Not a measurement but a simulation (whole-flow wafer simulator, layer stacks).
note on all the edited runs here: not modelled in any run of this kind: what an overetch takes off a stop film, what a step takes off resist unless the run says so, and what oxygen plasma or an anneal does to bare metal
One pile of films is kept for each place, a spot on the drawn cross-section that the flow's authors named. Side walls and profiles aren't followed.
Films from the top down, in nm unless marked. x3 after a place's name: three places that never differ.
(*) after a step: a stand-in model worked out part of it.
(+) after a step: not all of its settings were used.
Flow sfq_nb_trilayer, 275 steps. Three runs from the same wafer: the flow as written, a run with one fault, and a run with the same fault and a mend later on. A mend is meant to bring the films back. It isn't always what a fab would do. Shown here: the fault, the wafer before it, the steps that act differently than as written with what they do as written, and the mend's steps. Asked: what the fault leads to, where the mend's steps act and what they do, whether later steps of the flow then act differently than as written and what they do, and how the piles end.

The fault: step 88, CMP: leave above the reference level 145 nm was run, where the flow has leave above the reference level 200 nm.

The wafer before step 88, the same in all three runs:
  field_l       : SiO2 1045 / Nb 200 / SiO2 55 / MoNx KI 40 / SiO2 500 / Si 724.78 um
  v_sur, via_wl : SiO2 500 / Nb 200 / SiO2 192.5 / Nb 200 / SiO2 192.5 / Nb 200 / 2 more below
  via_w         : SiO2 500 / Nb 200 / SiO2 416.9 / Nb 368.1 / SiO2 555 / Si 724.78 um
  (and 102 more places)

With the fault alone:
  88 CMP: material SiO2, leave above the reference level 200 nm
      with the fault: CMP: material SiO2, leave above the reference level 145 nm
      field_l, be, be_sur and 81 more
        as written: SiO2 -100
        with the fault: SiO2 -155
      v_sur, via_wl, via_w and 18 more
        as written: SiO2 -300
        with the fault: SiO2 -355
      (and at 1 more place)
  Later steps of the flow that act differently than as written (4 more steps differ only slightly, by at most 2% or 0.5 nm, whichever is larger, and aren't shown):
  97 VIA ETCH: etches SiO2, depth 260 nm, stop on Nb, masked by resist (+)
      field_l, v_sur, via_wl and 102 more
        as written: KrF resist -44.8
        with the fault: KrF resist -37.5
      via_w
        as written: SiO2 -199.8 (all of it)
        with the fault: SiO2 -144.8 (all of it)
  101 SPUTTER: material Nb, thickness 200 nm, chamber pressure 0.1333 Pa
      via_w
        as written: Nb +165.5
        with the fault: Nb +177.6
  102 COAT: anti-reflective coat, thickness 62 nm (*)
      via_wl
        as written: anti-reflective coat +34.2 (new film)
        with the fault: anti-reflective coat +35.8 (new film)
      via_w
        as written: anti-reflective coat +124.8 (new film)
        with the fault: anti-reflective coat +111.6 (new film)
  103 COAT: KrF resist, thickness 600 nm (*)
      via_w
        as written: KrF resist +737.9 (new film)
        with the fault: KrF resist +692.7 (new film)
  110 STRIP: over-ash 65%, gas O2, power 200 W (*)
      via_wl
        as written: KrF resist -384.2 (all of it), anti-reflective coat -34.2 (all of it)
        with the fault: KrF resist -389.3 (all of it), anti-reflective coat -35.8 (all of it)
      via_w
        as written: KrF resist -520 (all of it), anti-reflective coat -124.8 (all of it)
        with the fault: KrF resist -474.8 (all of it), anti-reflective coat -111.6 (all of it)
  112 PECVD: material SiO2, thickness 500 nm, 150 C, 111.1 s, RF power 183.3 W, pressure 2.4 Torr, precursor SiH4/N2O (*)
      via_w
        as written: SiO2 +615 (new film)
        with the fault: SiO2 +523.4 (new film)
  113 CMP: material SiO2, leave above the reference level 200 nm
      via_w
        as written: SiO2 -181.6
        with the fault: SiO2 -157.1
  At the end the piles differ from the flow's by more than 2% or 0.5 nm, whichever is larger, at v_sur, via_wl, via_w and 86 more.
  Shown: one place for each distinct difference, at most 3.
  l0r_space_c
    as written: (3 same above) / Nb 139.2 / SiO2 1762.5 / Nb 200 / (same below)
    with the fault: (3 same above) / Nb 139.2 / SiO2 1707.5 / Nb 200 / (same below)
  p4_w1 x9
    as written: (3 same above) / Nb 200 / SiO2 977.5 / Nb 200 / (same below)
    with the fault: (3 same above) / Nb 200 / SiO2 922.5 / Nb 200 / (same below)
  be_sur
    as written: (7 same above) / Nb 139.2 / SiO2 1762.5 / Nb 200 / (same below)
    with the fault: (7 same above) / Nb 139.2 / SiO2 1707.5 / Nb 200 / (same below)

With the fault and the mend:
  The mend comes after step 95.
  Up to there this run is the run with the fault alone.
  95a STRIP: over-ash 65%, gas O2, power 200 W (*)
      field_l, v_sur, via_wl and 102 more
        KrF resist -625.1 (all of it), anti-reflective coat -62 (all of it)
      via_w
        anti-reflective coat -62 (all of it)
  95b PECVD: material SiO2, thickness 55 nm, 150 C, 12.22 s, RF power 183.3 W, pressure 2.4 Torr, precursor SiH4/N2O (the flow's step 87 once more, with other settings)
      field_l, v_sur, via_wl and 103 more
        SiO2 +55
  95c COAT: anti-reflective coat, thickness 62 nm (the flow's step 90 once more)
      field_l, v_sur, via_wl and 103 more
        anti-reflective coat +62 (new film)
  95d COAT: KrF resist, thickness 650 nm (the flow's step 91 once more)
      field_l, v_sur, via_wl and 103 more
        KrF resist +650 (new film)
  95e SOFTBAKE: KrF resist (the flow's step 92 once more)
      changes no film at any place that is followed
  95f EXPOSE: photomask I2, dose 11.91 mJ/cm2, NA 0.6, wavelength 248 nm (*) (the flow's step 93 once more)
      changes no film at any place that is followed
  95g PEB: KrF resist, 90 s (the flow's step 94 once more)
      field_l, v_sur, via_wl and 103 more
        KrF resist -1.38
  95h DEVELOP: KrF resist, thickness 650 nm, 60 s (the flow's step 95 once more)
      field_l, v_sur, via_wl and 102 more
        KrF resist -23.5
      via_w
        KrF resist -648.6 (all of it)
  No later step of the flow acts differently than as written at any place that is followed.
  At the end the piles are the same as the flow's at every place that both follow.
